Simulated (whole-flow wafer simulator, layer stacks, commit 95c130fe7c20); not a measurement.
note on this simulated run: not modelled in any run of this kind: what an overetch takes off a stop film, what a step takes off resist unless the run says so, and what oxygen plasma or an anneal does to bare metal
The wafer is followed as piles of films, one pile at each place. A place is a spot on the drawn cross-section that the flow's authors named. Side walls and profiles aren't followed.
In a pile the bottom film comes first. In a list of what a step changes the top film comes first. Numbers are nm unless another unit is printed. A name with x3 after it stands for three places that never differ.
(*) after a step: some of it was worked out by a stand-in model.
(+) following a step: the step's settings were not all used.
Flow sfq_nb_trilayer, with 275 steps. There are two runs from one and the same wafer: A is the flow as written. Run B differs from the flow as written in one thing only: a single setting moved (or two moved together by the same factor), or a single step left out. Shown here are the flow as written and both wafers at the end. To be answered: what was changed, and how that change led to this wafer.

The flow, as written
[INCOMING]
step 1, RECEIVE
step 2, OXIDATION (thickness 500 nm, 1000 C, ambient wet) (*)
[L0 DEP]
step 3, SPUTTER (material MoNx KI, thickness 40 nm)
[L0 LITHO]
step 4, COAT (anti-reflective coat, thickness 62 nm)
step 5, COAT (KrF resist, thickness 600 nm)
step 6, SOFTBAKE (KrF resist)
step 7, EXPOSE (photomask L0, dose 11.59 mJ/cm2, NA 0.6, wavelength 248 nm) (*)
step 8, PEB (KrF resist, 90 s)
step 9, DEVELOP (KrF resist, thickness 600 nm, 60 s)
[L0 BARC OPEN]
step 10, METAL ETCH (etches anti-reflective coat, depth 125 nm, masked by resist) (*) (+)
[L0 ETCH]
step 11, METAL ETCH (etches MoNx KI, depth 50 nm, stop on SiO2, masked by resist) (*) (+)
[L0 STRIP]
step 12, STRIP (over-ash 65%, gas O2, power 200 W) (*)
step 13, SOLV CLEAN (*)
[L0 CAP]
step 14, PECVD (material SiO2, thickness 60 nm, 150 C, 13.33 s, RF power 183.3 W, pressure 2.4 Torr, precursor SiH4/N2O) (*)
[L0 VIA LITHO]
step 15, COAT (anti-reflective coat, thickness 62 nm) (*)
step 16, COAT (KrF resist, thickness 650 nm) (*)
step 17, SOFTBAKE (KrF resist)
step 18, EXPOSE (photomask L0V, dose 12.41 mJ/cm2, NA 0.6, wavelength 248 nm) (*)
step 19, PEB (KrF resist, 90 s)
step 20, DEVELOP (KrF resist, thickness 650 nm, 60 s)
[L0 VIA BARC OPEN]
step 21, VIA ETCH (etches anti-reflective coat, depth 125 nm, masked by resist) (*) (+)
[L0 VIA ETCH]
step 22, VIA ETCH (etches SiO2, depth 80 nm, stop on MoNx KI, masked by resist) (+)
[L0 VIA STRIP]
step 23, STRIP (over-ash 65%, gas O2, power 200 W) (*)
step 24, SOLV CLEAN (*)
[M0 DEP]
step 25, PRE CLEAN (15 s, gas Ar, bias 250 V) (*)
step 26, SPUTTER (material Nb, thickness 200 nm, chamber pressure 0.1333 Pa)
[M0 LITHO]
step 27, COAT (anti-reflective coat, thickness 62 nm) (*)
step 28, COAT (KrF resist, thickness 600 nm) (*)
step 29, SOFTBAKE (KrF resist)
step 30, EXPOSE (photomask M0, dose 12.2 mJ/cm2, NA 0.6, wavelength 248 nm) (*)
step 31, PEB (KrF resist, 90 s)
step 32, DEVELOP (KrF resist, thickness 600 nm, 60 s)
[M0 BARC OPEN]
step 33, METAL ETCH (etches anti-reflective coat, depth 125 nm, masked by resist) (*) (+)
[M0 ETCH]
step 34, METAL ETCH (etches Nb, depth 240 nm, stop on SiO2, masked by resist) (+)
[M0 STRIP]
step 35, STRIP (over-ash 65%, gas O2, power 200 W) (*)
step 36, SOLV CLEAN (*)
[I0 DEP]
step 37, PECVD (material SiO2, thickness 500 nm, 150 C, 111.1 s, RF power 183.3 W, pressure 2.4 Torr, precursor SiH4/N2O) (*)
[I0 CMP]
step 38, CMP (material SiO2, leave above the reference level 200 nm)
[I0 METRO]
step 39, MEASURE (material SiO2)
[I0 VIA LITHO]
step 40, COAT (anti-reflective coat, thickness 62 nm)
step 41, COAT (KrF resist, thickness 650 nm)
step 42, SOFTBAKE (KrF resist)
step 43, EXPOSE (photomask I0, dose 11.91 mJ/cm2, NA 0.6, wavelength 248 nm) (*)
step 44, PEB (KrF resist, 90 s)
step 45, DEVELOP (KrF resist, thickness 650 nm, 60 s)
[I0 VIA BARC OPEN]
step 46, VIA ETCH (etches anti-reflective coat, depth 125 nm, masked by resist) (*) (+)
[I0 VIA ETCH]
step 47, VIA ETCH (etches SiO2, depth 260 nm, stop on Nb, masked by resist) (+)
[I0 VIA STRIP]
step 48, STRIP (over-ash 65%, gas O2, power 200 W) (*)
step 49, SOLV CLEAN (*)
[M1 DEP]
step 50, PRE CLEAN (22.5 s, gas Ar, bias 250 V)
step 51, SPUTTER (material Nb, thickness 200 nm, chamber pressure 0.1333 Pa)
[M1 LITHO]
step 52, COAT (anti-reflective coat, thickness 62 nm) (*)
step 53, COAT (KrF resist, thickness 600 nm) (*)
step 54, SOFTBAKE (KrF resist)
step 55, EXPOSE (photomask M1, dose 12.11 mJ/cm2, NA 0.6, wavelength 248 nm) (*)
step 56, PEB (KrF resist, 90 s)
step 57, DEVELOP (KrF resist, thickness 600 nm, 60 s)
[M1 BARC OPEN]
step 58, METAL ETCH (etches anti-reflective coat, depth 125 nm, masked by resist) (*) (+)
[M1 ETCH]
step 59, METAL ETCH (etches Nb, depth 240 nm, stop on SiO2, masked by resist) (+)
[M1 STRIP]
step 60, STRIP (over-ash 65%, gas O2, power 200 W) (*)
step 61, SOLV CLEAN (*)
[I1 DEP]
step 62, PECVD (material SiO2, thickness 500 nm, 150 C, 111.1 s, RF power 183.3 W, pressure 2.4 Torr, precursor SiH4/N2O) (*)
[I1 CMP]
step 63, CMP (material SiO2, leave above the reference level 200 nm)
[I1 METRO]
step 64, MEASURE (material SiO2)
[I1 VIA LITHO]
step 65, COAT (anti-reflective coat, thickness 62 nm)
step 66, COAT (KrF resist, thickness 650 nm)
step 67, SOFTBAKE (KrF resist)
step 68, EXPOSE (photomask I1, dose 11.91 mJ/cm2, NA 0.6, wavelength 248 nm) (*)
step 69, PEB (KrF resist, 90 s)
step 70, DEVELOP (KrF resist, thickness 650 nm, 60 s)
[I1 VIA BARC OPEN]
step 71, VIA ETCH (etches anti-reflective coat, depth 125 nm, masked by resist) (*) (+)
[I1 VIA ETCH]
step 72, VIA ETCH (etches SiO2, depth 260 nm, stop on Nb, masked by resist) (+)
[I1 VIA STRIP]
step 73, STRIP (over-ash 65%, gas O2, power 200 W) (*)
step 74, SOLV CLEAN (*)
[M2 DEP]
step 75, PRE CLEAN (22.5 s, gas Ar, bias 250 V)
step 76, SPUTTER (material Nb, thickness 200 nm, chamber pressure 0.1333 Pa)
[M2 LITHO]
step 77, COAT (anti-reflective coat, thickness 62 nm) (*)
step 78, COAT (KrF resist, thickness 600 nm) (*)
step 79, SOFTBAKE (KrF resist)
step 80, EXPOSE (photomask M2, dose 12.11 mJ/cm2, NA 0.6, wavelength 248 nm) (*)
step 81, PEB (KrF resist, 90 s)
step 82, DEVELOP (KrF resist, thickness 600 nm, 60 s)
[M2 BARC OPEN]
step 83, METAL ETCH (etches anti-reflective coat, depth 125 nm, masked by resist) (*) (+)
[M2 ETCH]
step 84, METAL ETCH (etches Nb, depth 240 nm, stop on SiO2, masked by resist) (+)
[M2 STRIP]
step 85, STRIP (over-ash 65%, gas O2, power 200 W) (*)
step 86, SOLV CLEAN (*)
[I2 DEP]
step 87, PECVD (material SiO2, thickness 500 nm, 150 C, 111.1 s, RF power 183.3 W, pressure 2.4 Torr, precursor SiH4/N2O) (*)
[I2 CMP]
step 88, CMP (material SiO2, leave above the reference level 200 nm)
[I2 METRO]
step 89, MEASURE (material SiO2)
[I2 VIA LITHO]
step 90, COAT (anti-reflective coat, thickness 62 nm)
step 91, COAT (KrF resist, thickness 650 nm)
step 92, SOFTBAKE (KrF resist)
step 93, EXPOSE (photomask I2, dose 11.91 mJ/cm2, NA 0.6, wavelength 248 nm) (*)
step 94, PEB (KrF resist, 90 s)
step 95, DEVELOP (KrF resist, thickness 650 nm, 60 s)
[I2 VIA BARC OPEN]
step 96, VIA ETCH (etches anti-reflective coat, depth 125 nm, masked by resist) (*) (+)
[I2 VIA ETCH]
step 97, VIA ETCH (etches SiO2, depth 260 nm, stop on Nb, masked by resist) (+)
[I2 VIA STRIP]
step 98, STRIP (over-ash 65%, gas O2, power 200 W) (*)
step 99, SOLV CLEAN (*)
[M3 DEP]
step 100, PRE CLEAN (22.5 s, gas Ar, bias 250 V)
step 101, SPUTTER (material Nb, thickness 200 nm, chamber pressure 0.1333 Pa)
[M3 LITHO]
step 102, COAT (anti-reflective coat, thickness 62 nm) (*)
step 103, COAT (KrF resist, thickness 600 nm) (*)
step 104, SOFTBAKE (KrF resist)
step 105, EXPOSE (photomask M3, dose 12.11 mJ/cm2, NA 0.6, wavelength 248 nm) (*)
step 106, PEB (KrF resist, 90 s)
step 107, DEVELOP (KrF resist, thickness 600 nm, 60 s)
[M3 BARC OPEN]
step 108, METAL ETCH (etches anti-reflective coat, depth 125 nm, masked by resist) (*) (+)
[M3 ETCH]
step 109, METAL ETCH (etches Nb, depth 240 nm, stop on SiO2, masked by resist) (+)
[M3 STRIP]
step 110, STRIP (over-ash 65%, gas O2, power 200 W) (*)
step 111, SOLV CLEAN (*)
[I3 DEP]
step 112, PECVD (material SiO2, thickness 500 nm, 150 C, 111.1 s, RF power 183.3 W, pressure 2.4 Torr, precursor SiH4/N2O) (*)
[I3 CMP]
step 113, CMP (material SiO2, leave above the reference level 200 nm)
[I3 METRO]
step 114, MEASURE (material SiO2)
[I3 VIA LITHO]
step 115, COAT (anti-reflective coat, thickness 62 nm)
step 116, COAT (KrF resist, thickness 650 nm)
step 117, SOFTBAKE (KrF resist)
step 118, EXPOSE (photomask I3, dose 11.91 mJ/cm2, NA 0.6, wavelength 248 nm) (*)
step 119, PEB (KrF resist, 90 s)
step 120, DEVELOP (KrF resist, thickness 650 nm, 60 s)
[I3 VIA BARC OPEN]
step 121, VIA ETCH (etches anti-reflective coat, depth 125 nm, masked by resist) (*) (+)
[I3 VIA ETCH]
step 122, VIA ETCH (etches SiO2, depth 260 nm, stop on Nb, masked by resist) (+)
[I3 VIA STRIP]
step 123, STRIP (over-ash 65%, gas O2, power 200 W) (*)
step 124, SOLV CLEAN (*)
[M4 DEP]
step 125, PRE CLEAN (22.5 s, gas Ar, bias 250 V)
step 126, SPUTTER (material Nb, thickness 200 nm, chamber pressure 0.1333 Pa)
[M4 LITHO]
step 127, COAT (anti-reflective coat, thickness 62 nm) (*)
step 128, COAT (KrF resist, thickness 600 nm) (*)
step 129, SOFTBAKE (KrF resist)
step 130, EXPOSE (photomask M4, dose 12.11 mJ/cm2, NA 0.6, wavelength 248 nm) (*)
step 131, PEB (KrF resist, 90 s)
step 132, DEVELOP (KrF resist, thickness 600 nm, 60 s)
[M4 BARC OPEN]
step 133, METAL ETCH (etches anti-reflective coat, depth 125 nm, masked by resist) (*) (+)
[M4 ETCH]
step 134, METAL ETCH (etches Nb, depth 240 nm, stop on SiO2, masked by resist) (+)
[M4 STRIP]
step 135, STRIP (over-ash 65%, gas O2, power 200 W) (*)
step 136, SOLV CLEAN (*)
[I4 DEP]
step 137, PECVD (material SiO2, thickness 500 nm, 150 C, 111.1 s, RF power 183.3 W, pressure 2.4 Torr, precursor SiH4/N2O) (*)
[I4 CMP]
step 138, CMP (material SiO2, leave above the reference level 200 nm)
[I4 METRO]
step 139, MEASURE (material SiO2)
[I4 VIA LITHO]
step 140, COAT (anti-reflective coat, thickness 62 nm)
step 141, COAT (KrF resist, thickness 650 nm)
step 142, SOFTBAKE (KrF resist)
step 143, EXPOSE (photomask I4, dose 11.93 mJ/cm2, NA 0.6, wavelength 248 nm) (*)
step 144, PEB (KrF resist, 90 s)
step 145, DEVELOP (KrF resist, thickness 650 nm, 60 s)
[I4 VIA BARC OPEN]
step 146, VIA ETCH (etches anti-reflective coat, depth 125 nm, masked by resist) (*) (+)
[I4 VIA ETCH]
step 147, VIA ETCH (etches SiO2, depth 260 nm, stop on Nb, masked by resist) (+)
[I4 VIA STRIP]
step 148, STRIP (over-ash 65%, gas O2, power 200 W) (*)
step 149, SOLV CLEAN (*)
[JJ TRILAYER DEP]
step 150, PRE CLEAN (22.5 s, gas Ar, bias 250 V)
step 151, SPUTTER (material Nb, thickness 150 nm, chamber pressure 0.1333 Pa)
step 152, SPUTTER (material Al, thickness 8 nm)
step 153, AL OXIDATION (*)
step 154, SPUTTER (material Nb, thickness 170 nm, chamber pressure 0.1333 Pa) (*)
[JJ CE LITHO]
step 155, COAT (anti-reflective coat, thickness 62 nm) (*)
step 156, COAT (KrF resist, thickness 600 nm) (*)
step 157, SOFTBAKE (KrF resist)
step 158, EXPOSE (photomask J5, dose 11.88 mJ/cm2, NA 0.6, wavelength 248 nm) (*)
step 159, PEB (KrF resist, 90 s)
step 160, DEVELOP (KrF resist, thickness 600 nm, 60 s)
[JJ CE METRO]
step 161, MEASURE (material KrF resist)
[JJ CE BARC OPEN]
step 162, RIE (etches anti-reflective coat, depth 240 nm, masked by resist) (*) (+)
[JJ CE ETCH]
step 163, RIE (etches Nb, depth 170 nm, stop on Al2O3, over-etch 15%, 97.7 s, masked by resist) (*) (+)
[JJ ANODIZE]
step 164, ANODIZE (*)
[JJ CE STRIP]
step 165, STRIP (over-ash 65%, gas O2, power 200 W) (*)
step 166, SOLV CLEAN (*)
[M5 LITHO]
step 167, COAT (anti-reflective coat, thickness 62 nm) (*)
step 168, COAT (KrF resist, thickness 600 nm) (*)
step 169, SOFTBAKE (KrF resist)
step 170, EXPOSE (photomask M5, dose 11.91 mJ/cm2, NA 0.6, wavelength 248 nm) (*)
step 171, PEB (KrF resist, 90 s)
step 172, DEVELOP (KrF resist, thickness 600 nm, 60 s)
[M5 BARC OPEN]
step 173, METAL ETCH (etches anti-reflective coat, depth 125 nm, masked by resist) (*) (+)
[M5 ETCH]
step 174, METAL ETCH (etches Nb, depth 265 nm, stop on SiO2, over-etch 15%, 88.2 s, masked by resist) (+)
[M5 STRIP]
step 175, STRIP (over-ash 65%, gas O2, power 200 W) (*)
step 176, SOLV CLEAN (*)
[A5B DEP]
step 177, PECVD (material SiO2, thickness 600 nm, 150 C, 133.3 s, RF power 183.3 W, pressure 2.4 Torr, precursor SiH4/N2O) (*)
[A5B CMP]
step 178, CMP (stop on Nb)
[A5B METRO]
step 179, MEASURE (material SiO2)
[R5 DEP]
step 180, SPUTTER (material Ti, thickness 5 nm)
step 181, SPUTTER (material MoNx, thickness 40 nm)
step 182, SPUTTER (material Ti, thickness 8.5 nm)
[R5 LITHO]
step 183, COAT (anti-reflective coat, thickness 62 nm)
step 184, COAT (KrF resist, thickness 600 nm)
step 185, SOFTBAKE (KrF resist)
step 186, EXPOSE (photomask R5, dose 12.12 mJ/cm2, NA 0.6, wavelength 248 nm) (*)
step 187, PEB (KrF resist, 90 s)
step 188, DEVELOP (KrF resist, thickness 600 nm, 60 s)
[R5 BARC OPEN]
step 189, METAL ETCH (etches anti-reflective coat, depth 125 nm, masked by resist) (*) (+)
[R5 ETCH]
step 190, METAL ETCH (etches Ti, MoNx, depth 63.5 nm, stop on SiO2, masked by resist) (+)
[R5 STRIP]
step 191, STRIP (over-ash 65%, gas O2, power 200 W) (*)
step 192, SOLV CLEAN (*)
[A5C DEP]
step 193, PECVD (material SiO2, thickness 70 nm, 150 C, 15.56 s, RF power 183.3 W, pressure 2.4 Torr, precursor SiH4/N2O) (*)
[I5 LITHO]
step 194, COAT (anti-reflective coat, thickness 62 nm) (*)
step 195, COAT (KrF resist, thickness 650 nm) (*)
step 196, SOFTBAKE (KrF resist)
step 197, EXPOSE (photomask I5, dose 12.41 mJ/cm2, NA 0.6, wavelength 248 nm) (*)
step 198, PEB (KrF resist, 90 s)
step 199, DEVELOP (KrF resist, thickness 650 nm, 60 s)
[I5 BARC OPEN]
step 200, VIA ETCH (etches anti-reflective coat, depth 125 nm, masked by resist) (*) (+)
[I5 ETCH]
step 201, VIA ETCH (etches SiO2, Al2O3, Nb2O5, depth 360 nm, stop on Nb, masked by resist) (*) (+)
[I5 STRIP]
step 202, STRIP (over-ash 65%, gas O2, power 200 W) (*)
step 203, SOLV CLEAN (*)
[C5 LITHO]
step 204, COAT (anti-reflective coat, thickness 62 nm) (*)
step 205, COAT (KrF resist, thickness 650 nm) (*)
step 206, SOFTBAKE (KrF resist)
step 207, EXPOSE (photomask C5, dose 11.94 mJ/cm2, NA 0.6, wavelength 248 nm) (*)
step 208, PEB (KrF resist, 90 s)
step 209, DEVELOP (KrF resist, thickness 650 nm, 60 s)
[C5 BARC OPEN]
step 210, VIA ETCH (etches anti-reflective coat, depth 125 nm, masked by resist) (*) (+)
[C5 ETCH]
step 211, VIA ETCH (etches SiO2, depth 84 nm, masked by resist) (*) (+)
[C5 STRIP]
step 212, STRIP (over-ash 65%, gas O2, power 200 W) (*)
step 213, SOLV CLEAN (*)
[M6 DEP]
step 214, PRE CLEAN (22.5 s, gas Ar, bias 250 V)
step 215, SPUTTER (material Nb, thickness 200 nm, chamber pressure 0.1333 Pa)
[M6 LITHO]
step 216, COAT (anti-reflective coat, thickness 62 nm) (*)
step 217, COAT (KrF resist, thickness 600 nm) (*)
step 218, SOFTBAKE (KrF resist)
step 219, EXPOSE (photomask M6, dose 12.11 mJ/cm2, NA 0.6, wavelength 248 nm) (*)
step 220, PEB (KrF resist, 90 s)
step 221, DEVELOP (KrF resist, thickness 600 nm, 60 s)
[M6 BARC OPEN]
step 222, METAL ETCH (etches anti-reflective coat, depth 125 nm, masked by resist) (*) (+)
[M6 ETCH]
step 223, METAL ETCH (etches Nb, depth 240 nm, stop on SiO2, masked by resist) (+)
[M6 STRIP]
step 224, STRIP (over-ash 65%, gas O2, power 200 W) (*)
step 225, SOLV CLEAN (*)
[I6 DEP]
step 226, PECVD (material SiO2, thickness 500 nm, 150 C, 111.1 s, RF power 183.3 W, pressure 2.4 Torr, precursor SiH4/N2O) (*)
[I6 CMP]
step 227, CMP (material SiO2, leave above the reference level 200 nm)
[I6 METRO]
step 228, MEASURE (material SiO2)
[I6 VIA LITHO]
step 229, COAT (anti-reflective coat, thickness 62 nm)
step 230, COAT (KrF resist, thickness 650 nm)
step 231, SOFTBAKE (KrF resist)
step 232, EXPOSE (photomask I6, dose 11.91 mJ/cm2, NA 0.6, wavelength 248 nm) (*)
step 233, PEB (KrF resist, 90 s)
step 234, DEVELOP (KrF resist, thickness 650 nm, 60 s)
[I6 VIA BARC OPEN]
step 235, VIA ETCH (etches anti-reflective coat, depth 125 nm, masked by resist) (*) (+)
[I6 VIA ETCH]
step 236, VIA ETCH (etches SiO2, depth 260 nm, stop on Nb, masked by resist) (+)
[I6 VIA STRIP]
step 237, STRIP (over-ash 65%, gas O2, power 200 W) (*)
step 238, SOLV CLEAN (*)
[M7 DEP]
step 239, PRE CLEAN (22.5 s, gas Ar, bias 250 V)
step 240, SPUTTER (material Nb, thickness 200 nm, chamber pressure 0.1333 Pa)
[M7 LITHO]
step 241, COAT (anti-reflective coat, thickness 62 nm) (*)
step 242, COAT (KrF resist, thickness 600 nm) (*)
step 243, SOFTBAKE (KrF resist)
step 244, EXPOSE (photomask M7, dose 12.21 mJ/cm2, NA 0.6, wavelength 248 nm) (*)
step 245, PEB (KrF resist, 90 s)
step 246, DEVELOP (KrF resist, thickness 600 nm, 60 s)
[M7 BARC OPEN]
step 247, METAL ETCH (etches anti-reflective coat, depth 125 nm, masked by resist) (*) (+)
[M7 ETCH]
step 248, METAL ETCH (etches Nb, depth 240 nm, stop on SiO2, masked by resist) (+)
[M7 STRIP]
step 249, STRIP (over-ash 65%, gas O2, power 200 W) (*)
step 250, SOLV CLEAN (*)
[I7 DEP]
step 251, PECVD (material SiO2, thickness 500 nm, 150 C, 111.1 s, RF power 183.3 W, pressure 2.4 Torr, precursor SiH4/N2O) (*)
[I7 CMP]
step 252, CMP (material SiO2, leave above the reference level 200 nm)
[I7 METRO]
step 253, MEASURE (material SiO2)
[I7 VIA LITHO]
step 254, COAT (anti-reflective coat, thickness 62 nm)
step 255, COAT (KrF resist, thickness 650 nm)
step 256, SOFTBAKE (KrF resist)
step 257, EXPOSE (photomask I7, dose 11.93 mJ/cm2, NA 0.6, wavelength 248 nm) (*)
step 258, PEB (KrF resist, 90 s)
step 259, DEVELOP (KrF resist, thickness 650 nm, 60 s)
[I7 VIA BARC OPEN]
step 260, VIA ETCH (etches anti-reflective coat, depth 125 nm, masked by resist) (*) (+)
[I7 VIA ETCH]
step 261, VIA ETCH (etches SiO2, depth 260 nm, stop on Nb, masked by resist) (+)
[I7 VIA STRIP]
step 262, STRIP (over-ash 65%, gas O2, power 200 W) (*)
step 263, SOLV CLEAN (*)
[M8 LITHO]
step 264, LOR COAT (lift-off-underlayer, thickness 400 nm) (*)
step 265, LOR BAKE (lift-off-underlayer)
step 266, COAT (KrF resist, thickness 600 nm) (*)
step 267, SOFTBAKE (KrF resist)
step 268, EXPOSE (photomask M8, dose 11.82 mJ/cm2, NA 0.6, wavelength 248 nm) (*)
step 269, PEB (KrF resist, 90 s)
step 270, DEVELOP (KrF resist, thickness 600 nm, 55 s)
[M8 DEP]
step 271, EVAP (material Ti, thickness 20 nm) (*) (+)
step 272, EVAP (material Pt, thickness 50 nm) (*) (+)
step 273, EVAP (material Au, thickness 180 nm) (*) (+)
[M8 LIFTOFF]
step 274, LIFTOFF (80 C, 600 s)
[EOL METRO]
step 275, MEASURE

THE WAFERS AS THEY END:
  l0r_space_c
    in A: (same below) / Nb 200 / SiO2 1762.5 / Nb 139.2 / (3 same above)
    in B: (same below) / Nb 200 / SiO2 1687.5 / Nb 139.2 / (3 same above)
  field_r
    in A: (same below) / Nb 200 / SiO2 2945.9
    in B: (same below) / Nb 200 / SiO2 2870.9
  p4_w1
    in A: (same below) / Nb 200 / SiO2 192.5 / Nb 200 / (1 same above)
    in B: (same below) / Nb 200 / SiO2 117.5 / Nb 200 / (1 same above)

What caused this: step 113, CMP: leave above the reference level 125 nm was run, while the flow as written has leave above the reference level 200 nm.

Step by step, how the change led to this:
  step 113, CMP (material SiO2, leave above the reference level 200 nm)
      field_l, be, be_sur and 64 more: A -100 SiO2 | B -175 SiO2
      v_sur, via_wl, via_wr and 27 more: A -300 SiO2 | B -375 SiO2
      (as well as at 9 more places)
  step 122, VIA ETCH (etches SiO2, depth 260 nm, stop on Nb, masked by resist) (+)
      field_l, v_sur, via_wl and 102 more: A -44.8 KrF resist | B -32.3 KrF resist
      via_v: A -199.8 SiO2 (all of it) | B -124.8 SiO2 (all of it)
  step 123, STRIP (over-ash 65%, gas O2, power 200 W) (*)
      field_l, v_sur, via_wl and 102 more: A -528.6 KrF resist (all of it), -62 anti-reflective coat (all of it) | B -541.1 KrF resist (all of it), -62 anti-reflective coat (all of it)
  step 126, SPUTTER (material Nb, thickness 200 nm, chamber pressure 0.1333 Pa)
      via_v: A +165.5 Nb | B +182.1 Nb
  step 127, COAT (anti-reflective coat, thickness 62 nm) (*)
      via_sp: A +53 anti-reflective coat (new film) | B +54.5 anti-reflective coat (new film)
      via_v: A +124.8 anti-reflective coat (new film) | B +107.6 anti-reflective coat (new film)
      (as well as at 1 more place)
  step 128, COAT (KrF resist, thickness 600 nm) (*)
      via_v: A +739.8 KrF resist (new film) | B +677.6 KrF resist (new film)
  step 135, STRIP (over-ash 65%, gas O2, power 200 W) (*)
      via_sp: A -373.9 KrF resist (all of it), -53 anti-reflective coat (all of it) | B -379 KrF resist (all of it), -54.5 anti-reflective coat (all of it)
      via_v: A -521.8 KrF resist (all of it), -124.8 anti-reflective coat (all of it) | B -459.8 KrF resist (all of it), -107.6 anti-reflective coat (all of it)
      (as well as at 1 more place)
  step 137, PECVD (material SiO2, thickness 500 nm, 150 C, 111.1 s, RF power 183.3 W, pressure 2.4 Torr, precursor SiH4/N2O) (*)
      via_v: A +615 SiO2 (new film) | B +500 SiO2 (new film)
  step 138, CMP (material SiO2, leave above the reference level 200 nm)
      via_v: A -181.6 SiO2 | B -158.2 SiO2
